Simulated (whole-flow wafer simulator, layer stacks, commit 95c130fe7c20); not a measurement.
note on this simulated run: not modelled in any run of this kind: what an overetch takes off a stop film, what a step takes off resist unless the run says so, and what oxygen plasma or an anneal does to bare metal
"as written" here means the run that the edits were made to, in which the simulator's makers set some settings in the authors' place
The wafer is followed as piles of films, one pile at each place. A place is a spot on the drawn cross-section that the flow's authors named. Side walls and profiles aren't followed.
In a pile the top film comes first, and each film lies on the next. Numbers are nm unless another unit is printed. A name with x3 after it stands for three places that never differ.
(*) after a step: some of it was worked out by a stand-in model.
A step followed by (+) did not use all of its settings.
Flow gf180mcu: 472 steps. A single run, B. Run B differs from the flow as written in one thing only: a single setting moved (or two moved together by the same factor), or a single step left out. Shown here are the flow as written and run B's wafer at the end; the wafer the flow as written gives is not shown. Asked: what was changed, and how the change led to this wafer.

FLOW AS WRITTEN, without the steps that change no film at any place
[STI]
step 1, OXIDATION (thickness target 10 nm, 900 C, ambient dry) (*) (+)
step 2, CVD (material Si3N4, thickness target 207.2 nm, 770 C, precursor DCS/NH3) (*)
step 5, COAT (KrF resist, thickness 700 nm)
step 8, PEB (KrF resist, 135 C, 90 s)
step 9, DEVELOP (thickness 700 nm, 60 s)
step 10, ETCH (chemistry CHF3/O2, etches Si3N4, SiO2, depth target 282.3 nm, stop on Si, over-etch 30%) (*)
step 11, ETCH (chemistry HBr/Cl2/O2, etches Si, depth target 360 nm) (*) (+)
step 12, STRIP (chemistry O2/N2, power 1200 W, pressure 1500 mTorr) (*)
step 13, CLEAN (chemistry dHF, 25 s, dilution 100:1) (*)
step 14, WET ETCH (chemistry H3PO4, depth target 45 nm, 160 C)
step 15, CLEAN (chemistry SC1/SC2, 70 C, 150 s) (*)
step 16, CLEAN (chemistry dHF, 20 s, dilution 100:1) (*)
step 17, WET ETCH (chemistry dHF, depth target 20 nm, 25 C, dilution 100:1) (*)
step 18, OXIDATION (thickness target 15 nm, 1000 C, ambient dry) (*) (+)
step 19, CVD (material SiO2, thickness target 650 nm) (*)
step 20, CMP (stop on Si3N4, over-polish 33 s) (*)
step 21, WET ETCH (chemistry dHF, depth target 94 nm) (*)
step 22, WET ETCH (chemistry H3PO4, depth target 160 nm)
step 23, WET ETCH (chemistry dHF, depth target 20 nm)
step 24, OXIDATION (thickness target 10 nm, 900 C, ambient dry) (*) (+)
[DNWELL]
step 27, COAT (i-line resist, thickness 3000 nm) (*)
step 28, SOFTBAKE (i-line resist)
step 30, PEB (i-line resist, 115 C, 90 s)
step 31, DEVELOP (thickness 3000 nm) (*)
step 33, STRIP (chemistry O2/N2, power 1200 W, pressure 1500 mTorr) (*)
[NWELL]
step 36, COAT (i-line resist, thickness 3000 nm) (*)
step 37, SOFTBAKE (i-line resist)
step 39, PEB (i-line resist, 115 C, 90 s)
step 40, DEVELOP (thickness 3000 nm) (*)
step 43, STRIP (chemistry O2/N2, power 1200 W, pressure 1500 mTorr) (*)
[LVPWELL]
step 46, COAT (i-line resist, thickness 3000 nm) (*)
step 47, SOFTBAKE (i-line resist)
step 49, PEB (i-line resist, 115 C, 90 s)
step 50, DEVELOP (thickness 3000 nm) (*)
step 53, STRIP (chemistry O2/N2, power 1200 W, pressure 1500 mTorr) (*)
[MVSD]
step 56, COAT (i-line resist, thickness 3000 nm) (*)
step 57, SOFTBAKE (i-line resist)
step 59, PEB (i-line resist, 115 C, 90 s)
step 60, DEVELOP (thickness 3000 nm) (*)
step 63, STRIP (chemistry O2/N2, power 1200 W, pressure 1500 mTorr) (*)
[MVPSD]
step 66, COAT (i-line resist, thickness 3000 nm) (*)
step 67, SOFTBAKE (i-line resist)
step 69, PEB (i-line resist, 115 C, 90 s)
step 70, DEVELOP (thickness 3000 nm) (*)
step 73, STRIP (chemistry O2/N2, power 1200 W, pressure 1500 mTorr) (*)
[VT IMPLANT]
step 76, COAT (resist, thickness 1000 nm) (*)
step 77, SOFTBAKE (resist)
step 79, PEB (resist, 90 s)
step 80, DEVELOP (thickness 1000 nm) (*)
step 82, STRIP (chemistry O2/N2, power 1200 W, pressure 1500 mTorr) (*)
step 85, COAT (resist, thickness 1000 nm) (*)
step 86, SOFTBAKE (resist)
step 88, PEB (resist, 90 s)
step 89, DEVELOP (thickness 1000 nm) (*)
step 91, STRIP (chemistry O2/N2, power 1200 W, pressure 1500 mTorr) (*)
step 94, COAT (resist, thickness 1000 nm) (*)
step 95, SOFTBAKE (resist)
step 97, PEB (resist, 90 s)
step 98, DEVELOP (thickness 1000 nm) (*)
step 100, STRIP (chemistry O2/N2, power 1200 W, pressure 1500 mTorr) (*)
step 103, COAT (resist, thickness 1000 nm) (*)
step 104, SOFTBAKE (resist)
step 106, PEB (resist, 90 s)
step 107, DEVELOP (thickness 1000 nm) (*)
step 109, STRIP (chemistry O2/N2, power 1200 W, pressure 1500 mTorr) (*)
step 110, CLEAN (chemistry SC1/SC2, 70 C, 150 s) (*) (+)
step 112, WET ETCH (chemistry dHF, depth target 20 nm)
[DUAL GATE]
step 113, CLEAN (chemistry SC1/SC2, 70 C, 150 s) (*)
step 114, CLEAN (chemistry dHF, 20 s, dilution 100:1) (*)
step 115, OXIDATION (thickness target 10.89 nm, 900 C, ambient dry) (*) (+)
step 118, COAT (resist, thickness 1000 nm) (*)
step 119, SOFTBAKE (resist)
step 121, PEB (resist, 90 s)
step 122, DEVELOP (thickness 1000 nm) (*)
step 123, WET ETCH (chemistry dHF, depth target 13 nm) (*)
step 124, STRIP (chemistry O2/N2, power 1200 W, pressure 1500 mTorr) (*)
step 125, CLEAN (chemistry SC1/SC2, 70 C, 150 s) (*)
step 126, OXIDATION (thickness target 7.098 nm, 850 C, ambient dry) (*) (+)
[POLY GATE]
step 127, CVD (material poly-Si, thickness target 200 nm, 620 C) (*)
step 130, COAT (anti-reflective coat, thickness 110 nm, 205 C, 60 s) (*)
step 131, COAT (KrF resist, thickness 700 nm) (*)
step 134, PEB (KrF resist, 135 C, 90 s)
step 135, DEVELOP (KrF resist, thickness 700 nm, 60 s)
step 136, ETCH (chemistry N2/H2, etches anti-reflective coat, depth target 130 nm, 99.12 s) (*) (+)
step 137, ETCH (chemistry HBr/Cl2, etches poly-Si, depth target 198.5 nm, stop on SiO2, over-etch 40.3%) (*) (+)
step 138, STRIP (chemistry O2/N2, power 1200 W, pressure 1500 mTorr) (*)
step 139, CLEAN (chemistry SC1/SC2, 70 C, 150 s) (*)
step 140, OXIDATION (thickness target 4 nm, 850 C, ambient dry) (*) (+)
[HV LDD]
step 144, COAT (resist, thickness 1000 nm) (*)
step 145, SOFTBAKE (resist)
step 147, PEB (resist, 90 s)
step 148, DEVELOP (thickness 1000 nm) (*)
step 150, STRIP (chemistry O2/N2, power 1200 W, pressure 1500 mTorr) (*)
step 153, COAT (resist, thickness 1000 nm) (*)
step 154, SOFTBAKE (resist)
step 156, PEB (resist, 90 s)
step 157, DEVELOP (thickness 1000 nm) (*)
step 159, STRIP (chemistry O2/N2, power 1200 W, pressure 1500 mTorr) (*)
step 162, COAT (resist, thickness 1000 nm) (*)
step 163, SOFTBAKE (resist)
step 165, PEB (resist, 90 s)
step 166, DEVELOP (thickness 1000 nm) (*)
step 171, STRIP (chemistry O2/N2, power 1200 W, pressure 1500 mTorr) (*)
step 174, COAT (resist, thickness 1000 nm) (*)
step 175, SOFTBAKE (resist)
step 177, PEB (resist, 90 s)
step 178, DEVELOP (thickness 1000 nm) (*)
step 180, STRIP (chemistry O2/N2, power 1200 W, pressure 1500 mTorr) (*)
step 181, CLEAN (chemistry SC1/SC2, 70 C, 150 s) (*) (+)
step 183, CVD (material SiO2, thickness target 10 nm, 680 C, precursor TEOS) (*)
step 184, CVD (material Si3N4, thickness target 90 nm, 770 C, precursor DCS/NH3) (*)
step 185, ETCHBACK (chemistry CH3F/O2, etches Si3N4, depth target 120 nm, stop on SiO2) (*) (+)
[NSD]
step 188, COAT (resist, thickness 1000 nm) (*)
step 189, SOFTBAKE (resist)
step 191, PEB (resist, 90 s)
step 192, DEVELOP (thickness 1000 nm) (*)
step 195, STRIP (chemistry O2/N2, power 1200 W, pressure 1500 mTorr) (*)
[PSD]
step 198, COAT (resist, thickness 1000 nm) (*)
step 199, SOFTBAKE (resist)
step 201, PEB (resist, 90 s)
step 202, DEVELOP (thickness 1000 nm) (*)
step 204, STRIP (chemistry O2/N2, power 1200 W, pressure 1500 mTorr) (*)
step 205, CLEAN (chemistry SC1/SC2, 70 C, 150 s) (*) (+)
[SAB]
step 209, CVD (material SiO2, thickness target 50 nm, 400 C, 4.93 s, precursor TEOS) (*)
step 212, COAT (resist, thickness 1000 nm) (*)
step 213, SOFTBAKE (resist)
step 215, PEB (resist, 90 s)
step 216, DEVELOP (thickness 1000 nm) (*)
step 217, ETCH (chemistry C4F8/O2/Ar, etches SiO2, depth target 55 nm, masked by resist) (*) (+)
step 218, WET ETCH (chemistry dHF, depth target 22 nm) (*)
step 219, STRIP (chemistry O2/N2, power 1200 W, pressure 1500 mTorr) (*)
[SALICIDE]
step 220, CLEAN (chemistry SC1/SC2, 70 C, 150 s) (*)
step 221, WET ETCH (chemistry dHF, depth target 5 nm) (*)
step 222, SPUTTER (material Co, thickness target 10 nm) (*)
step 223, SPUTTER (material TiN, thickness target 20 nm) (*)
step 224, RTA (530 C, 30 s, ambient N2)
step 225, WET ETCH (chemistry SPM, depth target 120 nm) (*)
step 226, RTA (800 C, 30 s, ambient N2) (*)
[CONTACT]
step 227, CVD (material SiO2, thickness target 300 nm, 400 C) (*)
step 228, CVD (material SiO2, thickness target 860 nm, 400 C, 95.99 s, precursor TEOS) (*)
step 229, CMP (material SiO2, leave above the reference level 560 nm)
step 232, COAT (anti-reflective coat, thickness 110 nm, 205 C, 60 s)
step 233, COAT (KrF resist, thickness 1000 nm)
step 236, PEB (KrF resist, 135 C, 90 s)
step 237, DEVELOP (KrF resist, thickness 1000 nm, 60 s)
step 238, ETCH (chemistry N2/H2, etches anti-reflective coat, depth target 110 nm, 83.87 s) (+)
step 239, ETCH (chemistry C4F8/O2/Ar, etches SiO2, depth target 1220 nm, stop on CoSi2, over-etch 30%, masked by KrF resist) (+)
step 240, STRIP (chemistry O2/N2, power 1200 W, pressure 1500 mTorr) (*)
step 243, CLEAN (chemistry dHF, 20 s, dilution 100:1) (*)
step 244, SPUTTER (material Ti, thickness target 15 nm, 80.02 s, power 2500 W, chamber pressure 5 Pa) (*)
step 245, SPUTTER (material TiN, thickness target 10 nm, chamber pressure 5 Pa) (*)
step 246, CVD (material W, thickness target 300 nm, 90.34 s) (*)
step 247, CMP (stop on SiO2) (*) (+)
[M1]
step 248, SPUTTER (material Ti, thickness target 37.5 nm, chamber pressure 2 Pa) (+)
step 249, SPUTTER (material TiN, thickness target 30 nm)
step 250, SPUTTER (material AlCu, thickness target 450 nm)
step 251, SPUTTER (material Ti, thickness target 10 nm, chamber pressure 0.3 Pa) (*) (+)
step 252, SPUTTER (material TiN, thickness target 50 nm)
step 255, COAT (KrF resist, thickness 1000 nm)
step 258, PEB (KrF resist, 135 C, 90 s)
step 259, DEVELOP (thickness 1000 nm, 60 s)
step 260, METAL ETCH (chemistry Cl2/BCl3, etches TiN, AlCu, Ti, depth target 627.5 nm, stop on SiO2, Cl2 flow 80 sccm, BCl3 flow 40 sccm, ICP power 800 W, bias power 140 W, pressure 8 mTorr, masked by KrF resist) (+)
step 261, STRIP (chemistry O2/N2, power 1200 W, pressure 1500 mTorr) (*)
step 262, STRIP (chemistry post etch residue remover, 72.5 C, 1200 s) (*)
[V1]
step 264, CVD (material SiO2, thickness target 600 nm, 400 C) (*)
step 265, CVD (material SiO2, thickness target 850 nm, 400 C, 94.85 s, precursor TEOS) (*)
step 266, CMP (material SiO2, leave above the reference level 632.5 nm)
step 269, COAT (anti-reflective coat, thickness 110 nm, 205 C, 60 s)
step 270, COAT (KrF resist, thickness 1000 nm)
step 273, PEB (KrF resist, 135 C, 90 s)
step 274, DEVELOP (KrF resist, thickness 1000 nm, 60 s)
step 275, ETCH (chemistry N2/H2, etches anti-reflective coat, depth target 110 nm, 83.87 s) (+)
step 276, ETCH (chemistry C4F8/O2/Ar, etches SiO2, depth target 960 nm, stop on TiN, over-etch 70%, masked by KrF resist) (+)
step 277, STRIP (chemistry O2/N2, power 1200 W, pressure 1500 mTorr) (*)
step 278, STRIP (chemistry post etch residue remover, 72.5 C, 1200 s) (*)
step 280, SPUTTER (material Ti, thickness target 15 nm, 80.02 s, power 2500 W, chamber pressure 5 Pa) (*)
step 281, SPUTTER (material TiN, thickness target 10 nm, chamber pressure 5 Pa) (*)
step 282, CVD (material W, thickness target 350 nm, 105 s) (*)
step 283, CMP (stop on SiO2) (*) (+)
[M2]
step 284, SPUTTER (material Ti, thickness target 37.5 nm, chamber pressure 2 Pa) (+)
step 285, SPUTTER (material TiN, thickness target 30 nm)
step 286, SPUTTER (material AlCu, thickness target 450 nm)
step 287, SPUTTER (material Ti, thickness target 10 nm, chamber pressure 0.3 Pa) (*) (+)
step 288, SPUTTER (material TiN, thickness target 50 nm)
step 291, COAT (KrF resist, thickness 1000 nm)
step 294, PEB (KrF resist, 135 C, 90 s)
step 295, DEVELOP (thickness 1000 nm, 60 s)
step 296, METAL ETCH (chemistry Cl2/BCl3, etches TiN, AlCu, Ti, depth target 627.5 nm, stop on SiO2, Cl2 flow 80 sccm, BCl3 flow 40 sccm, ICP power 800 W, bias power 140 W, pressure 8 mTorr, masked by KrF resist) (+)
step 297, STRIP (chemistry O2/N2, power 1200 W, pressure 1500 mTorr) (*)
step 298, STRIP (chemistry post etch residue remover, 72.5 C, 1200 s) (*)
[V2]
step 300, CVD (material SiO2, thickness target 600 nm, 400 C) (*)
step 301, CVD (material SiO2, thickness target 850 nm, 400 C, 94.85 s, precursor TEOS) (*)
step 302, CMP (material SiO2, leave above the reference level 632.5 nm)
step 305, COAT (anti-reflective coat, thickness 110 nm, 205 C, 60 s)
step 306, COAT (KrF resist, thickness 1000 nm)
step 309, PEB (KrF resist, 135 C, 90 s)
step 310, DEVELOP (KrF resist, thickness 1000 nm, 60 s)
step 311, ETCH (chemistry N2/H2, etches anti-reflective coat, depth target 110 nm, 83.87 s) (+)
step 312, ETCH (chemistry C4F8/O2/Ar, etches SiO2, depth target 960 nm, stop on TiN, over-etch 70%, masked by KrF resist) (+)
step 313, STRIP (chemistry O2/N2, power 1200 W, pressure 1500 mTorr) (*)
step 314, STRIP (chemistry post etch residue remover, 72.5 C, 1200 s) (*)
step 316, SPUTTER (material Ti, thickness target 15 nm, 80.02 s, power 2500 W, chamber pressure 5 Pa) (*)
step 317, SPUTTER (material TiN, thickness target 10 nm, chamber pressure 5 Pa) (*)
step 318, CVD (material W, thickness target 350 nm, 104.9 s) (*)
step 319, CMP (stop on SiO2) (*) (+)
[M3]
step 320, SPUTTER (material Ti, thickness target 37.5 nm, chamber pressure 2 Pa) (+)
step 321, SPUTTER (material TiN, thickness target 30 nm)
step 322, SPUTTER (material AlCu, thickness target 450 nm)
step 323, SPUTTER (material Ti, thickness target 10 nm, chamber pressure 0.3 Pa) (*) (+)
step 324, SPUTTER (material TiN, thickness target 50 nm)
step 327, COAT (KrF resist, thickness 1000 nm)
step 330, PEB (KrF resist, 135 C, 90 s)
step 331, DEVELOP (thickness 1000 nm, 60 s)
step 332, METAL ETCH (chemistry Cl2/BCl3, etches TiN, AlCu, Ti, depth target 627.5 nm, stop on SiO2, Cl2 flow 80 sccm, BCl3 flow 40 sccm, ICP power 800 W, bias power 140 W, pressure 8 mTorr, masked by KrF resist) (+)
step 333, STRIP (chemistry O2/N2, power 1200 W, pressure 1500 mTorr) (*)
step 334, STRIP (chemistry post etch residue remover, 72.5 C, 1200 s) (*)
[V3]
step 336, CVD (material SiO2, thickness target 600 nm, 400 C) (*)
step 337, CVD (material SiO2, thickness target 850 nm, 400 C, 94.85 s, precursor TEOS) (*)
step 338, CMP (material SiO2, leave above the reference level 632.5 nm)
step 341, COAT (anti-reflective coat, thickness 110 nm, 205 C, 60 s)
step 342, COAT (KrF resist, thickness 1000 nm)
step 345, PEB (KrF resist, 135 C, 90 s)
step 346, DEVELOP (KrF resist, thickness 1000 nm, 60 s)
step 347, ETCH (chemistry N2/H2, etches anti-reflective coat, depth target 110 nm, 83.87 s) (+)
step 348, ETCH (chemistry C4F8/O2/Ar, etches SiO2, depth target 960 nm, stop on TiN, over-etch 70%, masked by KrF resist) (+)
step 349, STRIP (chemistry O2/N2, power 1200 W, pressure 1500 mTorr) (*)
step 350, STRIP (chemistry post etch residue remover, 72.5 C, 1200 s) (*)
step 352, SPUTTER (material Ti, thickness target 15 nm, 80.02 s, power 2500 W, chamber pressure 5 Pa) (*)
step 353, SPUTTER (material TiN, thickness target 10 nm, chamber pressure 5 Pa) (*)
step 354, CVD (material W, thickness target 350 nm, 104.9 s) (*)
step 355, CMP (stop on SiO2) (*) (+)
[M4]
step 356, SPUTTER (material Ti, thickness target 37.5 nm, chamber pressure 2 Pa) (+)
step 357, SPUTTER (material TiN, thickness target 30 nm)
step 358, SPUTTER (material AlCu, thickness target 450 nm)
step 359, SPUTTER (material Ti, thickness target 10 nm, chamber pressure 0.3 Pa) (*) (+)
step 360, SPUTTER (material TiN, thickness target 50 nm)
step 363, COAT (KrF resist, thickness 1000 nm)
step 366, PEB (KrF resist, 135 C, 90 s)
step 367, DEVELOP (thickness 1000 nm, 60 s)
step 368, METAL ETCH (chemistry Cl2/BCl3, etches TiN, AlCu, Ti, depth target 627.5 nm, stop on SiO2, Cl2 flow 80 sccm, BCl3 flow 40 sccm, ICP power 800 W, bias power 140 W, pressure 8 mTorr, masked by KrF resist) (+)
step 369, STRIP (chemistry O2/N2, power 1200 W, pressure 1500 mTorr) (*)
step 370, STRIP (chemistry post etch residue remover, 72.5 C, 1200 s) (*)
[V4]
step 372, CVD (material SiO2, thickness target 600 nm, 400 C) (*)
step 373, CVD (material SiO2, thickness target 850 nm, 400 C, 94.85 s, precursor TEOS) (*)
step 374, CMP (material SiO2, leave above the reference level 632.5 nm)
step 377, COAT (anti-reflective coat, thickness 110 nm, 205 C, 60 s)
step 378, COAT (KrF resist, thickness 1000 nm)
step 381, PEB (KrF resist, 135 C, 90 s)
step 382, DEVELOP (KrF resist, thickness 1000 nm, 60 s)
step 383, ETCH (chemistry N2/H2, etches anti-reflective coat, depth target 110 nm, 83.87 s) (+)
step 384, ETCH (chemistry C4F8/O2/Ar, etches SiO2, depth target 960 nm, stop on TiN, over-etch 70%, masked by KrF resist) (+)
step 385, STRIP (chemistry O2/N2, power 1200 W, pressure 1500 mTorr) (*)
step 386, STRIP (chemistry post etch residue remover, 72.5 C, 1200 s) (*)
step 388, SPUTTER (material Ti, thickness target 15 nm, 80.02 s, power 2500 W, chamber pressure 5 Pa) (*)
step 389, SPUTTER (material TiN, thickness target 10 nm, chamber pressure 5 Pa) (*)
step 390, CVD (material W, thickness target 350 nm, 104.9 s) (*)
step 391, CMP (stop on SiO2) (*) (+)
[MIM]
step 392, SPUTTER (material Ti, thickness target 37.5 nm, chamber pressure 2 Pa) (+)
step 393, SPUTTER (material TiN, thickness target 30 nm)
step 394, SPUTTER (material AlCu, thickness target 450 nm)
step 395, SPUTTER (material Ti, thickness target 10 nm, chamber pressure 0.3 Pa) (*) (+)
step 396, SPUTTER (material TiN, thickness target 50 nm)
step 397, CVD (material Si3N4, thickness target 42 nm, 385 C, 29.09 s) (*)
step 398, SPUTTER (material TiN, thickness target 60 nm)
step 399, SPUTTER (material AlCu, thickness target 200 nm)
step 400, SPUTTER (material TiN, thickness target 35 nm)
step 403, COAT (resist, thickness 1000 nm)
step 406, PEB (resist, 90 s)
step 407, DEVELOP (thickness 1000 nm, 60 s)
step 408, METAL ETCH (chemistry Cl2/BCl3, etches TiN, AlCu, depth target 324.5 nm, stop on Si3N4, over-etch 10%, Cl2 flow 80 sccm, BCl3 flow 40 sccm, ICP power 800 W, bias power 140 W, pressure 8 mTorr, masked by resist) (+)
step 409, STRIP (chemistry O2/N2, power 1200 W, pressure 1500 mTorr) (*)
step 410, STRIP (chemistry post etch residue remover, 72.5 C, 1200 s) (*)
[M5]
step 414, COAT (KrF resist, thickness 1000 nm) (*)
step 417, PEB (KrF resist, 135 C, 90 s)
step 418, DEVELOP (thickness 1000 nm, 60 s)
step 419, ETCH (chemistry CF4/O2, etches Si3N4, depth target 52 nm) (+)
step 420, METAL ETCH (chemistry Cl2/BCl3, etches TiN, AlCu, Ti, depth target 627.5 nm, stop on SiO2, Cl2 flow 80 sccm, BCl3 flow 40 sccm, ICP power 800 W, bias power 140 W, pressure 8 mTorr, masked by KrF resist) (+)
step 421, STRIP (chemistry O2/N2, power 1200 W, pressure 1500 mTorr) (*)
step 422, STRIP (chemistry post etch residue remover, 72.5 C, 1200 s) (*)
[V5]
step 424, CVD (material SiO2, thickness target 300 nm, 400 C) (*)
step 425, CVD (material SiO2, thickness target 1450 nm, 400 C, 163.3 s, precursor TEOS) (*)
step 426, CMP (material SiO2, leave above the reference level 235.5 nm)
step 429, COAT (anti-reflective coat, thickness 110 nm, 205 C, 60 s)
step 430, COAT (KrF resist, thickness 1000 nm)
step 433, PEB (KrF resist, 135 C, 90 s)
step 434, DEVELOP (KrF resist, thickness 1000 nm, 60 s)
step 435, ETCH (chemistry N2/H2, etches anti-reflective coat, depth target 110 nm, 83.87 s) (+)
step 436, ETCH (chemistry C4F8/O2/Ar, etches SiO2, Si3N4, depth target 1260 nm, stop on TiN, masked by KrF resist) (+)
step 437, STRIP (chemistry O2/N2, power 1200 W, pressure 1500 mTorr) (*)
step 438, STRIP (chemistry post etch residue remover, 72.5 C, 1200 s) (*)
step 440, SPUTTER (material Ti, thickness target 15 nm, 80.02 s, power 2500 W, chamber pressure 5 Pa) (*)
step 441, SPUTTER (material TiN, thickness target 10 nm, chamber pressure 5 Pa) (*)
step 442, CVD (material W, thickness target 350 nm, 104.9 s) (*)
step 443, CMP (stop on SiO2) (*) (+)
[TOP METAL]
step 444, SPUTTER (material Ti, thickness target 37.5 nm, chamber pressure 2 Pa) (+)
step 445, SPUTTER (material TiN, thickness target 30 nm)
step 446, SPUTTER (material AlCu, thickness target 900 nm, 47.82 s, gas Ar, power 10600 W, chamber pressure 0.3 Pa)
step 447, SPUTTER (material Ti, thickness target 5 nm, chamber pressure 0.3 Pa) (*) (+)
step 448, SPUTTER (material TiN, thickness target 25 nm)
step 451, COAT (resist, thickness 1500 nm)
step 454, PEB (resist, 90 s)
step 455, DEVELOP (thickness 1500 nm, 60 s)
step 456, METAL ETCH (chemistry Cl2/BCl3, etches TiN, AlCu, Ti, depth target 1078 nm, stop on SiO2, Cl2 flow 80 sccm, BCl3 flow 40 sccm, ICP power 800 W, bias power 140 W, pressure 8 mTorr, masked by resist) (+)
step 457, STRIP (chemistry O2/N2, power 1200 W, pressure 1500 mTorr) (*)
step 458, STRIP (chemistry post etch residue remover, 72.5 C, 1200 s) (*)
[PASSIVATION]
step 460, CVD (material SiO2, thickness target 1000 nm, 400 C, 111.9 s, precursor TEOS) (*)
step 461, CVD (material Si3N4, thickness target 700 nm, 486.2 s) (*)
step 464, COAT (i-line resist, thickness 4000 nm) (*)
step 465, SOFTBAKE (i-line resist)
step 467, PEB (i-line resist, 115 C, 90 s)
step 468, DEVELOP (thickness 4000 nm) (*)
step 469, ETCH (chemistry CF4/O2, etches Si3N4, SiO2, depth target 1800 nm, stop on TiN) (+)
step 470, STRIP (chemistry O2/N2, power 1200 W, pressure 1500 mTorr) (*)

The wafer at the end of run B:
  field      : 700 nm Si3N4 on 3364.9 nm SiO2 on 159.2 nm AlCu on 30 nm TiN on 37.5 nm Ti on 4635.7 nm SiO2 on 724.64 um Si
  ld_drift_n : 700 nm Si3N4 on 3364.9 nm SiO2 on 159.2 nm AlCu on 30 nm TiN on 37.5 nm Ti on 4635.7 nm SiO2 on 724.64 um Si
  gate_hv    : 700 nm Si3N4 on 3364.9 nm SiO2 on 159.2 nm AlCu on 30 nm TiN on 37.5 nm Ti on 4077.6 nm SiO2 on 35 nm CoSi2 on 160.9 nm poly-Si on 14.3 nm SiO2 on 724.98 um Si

Cause: step 368, METAL ETCH: depth target 345.1 nm was run, whereas the flow has depth target 627.5 nm.

The path from the change to this, step by step:
  step 368, METAL ETCH (chemistry Cl2/BCl3, etches TiN, AlCu, Ti, depth target 627.5 nm, stop on SiO2, Cl2 flow 80 sccm, BCl3 flow 40 sccm, ICP power 800 W, bias power 140 W, pressure 8 mTorr, masked by KrF resist) (+)
      field, field__w1, field__w2 and 103 more: TiN loses 50 (all of it), Ti loses 10 (all of it), AlCu loses 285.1 (in the flow as written it would be: TiN loses 50 (all of it), Ti loses 10 (all of it), AlCu loses 450 (all of it), TiN loses 30 (all of it), Ti loses 37.5 (all of it))
      field__w8, contact, m1, m1__w1, m1_nw: KrF resist loses 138 (in the flow as written it would be: KrF resist loses 251)
  step 369, STRIP (chemistry O2/N2, power 1200 W, pressure 1500 mTorr) (*)
      field__w8, contact, m1, m1__w1, m1_nw: KrF resist loses 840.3 (all of it) (in the flow as written it would be: KrF resist loses 727.4 (all of it))
  step 370, STRIP (chemistry post etch residue remover, 72.5 C, 1200 s) (*)
      field, field__w1, field__w2 and 103 more: AlCu loses 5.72 (in the flow as written it would be: nothing)
  step 372, CVD (material SiO2, thickness target 600 nm, 400 C) (*)
      field, field__w1, field__w2 and 103 more: SiO2 gains 600 (new film) (in the flow as written it would be: SiO2 gains 600)
  step 374, CMP (material SiO2, leave above the reference level 632.5 nm)
      field, field__w1, field__w2 and 103 more: SiO2 loses 526.7 (in the flow as written it would be: SiO2 loses 300)
If metal films that touch count as one body, field has 1 body; the flow as written gives 0 bodies.
If metal films that touch count as one body, ld_drift_n has 1 body; the flow as written gives 0 bodies.
If metal films that touch count as one body, gate_hv has 2 bodies (between them, from the top down: SiO2 4077.6); the flow as written gives 1 body.
